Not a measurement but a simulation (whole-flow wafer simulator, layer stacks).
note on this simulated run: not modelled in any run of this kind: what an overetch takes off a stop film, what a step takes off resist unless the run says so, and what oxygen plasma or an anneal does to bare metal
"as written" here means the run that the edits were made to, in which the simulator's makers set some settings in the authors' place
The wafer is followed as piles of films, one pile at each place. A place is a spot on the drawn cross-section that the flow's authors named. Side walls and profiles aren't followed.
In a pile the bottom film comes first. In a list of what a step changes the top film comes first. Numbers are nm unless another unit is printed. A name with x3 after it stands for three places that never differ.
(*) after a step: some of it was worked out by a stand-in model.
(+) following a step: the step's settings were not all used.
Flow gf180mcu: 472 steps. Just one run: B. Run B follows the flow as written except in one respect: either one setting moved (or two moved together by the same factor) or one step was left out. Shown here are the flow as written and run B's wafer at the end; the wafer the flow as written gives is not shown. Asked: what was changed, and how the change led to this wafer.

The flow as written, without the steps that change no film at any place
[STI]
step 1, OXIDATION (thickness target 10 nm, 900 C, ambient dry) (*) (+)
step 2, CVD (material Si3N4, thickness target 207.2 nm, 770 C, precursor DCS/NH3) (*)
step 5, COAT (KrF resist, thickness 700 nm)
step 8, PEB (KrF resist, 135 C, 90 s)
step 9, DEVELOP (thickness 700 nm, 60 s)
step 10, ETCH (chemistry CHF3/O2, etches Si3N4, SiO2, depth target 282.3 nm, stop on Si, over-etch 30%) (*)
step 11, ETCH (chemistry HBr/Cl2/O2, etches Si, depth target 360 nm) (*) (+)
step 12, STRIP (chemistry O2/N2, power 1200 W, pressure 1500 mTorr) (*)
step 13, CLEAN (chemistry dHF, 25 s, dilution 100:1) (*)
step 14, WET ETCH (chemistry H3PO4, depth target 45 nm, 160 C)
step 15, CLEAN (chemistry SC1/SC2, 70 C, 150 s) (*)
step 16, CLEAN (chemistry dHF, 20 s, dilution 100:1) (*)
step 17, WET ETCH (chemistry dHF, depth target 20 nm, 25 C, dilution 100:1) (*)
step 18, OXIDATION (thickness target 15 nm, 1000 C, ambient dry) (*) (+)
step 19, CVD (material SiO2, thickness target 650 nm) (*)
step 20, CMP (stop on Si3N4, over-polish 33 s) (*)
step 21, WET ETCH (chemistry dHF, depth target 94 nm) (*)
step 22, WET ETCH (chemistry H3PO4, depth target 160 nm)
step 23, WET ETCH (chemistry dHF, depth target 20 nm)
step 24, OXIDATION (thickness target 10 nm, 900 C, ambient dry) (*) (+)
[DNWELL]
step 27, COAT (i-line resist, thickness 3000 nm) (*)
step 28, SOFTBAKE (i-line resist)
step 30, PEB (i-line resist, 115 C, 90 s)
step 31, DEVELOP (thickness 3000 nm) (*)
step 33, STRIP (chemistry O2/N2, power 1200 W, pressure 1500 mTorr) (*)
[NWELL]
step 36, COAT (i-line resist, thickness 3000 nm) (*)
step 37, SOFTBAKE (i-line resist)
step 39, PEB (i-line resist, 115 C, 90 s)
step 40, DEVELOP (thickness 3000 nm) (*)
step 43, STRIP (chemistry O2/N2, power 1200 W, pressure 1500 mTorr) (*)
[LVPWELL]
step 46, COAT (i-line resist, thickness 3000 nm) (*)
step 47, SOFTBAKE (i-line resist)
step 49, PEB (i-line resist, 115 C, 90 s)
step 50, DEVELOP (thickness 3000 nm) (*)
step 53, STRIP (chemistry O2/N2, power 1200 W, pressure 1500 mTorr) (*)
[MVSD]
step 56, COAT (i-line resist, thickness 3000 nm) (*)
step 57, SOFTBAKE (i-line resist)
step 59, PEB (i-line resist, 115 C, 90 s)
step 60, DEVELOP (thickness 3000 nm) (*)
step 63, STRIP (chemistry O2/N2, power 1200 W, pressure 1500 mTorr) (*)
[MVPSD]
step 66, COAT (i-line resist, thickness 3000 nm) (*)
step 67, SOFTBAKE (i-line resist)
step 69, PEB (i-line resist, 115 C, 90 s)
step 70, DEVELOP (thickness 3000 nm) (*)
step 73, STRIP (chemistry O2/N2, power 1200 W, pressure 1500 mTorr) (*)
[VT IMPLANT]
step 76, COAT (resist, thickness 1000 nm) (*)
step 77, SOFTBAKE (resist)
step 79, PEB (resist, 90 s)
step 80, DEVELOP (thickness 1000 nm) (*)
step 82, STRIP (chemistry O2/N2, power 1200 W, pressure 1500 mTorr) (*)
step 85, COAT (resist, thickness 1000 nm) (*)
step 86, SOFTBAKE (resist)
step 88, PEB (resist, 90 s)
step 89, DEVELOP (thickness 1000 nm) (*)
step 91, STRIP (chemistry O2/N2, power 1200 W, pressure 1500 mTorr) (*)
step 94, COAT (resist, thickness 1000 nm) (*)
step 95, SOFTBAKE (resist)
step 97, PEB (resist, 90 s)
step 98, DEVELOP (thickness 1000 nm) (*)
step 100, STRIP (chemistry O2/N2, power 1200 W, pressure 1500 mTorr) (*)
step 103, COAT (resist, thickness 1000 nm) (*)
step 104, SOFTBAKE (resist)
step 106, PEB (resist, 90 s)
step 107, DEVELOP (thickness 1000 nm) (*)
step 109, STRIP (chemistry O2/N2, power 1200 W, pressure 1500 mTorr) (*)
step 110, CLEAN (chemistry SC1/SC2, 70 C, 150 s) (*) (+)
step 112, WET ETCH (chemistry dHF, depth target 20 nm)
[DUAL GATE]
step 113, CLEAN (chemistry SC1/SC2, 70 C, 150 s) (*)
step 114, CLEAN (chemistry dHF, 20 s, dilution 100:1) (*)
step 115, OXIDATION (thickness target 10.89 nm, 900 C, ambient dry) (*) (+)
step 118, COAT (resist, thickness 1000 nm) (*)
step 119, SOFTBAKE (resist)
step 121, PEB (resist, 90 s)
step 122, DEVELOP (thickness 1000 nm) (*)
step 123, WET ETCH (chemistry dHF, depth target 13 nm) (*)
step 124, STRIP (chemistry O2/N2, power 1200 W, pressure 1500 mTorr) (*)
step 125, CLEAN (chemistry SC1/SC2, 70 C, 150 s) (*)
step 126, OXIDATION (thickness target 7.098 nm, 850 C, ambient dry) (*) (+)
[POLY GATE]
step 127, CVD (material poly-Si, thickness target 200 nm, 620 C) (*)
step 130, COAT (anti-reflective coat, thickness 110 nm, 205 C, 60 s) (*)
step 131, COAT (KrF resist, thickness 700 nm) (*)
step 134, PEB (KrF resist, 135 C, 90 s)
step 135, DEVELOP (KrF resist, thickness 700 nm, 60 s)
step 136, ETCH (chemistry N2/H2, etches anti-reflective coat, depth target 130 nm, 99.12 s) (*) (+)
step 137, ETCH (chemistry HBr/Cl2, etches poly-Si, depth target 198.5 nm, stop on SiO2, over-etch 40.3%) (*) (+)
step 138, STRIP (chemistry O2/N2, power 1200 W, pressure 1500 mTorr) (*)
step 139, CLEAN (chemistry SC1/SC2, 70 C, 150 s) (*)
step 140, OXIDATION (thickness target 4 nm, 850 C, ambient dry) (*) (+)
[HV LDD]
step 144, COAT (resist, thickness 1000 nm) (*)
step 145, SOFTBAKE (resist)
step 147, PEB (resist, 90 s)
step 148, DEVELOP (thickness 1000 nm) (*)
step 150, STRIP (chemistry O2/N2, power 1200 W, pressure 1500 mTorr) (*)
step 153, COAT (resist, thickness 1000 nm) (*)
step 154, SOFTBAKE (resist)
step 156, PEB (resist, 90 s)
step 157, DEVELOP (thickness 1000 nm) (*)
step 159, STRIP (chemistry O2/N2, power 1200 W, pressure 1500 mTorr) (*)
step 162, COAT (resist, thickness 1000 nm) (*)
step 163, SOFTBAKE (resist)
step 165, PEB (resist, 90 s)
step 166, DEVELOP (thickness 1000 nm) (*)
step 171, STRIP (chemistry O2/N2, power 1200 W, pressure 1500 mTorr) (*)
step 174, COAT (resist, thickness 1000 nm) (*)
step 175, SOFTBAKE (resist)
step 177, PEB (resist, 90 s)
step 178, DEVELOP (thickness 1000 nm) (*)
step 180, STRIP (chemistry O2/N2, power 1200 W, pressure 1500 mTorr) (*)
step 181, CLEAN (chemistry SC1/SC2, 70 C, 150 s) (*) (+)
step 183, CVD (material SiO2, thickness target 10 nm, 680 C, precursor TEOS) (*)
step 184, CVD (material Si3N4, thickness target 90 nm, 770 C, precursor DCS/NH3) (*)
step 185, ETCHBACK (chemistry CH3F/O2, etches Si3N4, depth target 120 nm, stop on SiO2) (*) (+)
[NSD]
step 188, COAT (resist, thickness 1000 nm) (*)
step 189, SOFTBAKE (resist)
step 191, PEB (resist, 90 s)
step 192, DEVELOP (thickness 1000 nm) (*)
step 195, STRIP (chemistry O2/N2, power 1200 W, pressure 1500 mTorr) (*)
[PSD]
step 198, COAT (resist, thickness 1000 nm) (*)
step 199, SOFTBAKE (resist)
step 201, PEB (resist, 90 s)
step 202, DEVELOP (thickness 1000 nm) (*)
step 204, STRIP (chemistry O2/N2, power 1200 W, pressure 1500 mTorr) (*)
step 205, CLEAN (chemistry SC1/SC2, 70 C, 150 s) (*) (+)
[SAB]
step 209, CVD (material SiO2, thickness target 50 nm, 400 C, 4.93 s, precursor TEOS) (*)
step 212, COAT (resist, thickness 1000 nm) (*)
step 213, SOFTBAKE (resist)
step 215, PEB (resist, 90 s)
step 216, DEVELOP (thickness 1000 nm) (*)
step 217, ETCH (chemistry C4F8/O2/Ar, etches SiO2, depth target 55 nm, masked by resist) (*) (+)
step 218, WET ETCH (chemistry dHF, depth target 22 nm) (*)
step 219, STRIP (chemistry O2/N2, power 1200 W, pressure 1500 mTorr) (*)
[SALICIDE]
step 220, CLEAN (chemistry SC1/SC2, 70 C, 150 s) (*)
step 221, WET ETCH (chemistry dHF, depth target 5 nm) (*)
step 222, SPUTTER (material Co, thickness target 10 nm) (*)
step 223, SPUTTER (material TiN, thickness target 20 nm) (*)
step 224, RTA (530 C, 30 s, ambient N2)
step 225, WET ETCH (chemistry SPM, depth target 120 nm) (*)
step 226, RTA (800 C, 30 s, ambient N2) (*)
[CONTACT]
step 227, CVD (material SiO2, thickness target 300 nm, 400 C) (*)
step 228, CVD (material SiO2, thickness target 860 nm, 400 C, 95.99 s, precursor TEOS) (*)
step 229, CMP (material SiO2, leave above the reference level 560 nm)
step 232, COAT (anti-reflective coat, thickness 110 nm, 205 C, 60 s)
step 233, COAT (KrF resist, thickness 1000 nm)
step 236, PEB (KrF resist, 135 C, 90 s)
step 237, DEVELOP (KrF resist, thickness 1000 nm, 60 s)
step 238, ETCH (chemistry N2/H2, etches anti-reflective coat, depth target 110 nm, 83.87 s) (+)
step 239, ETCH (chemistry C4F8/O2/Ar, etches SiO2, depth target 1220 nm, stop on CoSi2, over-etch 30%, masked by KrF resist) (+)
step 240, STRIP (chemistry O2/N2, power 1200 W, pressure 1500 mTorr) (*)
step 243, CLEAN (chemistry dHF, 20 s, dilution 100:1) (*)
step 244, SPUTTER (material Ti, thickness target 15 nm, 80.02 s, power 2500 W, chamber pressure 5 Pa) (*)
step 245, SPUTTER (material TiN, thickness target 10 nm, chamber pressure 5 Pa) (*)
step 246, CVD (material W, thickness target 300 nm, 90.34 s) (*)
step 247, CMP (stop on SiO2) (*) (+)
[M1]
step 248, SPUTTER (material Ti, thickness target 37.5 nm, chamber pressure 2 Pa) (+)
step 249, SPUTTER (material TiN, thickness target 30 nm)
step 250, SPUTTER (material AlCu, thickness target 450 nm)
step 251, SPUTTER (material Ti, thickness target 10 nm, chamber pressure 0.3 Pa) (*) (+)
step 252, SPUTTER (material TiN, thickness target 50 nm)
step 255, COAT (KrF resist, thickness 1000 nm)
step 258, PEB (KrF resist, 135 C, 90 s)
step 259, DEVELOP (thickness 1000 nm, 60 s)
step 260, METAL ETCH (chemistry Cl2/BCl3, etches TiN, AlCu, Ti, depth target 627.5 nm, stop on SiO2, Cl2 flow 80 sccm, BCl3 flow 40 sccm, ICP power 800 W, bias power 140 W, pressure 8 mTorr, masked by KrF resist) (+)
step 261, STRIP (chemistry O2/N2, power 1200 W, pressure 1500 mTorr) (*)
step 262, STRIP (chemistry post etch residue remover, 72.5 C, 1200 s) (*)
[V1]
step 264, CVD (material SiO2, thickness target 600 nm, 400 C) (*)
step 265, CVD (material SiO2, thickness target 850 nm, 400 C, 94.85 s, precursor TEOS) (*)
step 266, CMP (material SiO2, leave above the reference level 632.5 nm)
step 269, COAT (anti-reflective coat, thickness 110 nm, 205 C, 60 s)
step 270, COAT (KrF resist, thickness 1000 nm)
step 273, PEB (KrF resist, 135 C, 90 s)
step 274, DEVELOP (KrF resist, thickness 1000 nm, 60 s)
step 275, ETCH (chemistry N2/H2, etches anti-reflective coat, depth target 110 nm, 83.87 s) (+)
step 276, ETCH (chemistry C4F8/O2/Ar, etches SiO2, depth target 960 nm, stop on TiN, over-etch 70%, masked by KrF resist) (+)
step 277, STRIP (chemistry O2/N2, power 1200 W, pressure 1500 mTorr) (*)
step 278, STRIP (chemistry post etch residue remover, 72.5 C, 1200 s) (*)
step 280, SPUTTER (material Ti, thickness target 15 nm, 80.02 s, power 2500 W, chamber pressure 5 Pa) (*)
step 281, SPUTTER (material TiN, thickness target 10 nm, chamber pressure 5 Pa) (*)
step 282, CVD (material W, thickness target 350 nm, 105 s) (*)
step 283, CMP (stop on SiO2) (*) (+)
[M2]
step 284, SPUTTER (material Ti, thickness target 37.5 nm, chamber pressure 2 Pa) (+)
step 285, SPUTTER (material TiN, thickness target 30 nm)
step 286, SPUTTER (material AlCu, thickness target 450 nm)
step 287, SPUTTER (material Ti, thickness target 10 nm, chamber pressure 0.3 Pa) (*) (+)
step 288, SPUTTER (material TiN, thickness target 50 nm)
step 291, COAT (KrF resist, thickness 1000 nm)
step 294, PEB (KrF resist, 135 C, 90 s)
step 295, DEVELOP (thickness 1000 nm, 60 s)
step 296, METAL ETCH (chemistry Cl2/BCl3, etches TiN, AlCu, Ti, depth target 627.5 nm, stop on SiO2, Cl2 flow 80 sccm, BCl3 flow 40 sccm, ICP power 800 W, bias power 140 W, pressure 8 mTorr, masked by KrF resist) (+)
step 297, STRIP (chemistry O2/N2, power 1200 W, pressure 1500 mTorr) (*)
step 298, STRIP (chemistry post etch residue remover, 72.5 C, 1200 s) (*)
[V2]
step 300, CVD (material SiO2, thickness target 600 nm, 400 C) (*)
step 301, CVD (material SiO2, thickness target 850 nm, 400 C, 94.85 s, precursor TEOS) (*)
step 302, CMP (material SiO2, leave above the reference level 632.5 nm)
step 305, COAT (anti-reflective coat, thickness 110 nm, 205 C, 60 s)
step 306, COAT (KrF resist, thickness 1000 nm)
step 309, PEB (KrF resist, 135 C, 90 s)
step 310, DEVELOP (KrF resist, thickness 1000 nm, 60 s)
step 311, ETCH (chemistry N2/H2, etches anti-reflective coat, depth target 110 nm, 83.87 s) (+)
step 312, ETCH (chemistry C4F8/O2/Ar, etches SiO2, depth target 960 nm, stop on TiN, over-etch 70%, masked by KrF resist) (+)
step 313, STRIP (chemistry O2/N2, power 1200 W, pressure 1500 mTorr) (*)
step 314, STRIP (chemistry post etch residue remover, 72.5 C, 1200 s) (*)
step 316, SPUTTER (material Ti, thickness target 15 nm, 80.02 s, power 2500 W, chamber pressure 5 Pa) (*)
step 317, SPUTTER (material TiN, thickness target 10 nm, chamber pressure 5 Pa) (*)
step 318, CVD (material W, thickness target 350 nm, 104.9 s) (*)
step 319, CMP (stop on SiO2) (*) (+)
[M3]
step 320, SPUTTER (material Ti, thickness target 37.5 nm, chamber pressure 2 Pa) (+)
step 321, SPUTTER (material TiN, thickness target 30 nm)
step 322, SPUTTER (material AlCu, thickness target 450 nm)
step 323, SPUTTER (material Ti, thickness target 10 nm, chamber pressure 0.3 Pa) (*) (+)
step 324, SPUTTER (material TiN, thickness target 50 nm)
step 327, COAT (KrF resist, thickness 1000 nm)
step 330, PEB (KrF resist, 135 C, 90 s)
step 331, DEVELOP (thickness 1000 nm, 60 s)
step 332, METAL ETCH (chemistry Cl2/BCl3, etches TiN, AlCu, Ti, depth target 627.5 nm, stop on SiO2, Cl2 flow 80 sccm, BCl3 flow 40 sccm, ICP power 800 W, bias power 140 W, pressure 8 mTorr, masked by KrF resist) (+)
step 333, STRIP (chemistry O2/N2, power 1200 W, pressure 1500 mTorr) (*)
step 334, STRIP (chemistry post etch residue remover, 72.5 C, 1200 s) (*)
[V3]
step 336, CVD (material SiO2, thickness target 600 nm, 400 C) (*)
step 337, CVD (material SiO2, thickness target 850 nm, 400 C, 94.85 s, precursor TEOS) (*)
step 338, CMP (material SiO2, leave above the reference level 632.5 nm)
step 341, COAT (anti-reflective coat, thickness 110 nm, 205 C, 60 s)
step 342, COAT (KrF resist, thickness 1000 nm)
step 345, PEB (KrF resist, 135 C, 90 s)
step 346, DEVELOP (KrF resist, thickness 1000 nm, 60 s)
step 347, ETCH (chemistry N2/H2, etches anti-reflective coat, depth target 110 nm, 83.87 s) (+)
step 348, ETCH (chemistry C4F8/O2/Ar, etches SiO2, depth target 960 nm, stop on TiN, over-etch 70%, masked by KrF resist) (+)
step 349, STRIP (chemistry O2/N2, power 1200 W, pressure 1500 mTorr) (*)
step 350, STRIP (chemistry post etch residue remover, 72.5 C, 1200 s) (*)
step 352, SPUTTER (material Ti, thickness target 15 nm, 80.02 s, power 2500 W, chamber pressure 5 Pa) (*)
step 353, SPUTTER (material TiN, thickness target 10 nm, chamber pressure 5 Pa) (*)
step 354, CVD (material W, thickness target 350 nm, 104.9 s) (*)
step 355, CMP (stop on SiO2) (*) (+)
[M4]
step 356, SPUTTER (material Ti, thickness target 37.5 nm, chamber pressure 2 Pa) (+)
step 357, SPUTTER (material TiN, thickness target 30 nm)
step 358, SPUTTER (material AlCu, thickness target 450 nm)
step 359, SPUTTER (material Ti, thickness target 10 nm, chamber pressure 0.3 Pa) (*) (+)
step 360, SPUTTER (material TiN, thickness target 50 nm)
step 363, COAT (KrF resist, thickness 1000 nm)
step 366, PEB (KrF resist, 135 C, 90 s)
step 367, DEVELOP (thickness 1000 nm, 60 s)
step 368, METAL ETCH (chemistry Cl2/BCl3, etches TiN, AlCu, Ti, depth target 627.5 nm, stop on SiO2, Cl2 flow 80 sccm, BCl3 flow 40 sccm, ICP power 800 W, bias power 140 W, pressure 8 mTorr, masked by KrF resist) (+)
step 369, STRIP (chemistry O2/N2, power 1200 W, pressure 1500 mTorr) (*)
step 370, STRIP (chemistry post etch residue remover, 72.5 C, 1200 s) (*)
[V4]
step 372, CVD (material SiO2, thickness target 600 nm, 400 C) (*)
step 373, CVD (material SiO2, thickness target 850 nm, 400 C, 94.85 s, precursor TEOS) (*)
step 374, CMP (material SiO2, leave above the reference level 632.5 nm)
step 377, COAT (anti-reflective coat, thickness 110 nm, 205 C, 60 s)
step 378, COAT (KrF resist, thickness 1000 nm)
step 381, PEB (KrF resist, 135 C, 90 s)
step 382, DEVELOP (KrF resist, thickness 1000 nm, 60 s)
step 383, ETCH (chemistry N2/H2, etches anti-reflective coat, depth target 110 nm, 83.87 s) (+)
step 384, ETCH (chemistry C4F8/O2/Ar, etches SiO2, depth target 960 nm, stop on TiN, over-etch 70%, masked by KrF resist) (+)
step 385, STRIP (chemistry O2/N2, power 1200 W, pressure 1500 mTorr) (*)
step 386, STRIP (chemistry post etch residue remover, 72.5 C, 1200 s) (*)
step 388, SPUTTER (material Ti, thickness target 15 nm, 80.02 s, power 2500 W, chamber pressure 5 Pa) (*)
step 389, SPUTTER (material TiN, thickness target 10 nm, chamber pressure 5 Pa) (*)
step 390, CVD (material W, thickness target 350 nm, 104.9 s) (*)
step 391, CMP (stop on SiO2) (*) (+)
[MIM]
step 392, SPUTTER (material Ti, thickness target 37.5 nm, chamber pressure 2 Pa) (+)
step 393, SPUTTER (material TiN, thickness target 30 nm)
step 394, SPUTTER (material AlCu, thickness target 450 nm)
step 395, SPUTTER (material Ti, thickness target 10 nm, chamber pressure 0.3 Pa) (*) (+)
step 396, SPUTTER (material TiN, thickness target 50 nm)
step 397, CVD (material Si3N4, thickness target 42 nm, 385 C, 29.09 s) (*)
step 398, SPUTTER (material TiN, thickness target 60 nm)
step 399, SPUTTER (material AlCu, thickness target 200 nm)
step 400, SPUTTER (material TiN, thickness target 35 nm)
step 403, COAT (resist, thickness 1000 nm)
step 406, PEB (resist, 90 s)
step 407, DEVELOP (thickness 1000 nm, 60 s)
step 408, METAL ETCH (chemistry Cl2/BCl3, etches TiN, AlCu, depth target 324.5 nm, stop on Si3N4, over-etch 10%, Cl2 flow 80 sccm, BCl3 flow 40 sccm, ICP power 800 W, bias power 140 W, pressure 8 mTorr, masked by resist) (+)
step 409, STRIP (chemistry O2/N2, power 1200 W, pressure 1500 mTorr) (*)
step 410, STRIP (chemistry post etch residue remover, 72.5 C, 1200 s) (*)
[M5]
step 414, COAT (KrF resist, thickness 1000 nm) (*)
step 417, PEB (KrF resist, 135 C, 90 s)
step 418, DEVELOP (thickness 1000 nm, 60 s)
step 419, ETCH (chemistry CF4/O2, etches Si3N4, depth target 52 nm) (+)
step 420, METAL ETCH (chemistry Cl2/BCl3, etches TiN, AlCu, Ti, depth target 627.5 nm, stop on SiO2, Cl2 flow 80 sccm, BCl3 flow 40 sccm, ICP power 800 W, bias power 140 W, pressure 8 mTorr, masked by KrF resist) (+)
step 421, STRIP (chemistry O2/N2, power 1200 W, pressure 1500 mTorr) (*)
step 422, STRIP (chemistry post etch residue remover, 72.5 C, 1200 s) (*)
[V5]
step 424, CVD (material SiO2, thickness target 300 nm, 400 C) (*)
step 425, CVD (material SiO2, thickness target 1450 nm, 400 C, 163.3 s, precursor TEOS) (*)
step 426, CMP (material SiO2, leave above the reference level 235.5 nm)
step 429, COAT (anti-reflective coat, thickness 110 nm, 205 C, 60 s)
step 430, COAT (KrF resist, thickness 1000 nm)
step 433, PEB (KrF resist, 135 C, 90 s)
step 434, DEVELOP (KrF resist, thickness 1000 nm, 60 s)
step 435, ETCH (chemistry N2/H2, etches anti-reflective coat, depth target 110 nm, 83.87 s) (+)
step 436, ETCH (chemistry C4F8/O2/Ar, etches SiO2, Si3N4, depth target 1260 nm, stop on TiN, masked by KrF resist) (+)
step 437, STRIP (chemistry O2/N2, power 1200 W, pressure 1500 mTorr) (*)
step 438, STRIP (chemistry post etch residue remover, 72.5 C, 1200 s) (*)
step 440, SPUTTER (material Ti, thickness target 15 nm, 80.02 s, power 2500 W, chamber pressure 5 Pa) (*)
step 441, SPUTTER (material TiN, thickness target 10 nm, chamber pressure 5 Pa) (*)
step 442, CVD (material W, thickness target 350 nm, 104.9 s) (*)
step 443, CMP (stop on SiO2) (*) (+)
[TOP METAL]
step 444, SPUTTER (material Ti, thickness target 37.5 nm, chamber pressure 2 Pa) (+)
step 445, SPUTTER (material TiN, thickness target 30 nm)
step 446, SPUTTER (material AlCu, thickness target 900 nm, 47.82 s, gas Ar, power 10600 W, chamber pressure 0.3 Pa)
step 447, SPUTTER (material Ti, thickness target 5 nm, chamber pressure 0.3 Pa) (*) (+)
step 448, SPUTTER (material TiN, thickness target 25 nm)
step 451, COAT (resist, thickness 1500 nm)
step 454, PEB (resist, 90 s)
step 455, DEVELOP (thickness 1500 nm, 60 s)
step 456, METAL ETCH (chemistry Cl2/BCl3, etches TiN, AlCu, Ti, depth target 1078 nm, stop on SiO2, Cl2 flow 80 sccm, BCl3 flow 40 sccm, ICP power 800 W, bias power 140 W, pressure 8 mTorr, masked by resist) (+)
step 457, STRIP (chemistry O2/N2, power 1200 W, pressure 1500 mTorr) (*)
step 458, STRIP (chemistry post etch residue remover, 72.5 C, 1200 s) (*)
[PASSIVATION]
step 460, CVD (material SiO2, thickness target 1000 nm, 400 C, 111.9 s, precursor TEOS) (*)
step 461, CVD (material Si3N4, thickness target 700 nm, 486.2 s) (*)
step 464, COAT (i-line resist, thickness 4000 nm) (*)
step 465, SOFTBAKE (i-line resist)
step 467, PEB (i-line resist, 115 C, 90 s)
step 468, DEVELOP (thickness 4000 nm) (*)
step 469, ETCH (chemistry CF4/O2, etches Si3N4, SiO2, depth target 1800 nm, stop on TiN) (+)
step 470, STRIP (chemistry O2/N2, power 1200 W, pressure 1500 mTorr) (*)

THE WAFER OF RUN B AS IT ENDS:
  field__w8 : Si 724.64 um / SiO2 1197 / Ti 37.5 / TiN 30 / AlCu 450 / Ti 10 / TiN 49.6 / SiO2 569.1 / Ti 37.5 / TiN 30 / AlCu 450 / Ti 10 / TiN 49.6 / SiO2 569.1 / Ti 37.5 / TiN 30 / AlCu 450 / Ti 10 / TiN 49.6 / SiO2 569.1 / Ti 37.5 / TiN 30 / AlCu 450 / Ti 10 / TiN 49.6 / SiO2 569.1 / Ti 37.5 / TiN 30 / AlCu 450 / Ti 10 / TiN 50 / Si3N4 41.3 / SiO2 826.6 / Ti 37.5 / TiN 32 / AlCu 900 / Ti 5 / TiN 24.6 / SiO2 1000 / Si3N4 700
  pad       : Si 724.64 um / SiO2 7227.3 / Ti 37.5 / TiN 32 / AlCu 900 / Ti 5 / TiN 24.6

What caused this: step 445, SPUTTER: thickness target 31.98 nm was run, though the flow has thickness target 30 nm.
One can read it off the wafer: field__w8 has TiN 32, and step 445 as written asks for 30 nm.

How this came from the change, step by step:
  step 445, SPUTTER (material TiN, thickness target 30 nm)
      field, field__w1, field__w2 and 109 more: TiN gains 32 (new film) (it would be, as written: TiN gains 30 (new film))
  step 456, METAL ETCH (chemistry Cl2/BCl3, etches TiN, AlCu, Ti, depth target 1078 nm, stop on SiO2, Cl2 flow 80 sccm, BCl3 flow 40 sccm, ICP power 800 W, bias power 140 W, pressure 8 mTorr, masked by resist) (+)
      field, field__w1, field__w2 and 103 more: TiN loses 25 (all of it), Ti loses 5 (all of it), AlCu loses 900 (all of it), TiN loses 32 (all of it), Ti loses 37.5 (all of it) (it would be, as written: TiN loses 25 (all of it), Ti loses 5 (all of it), AlCu loses 900 (all of it), TiN loses 30 (all of it), Ti loses 37.5 (all of it))
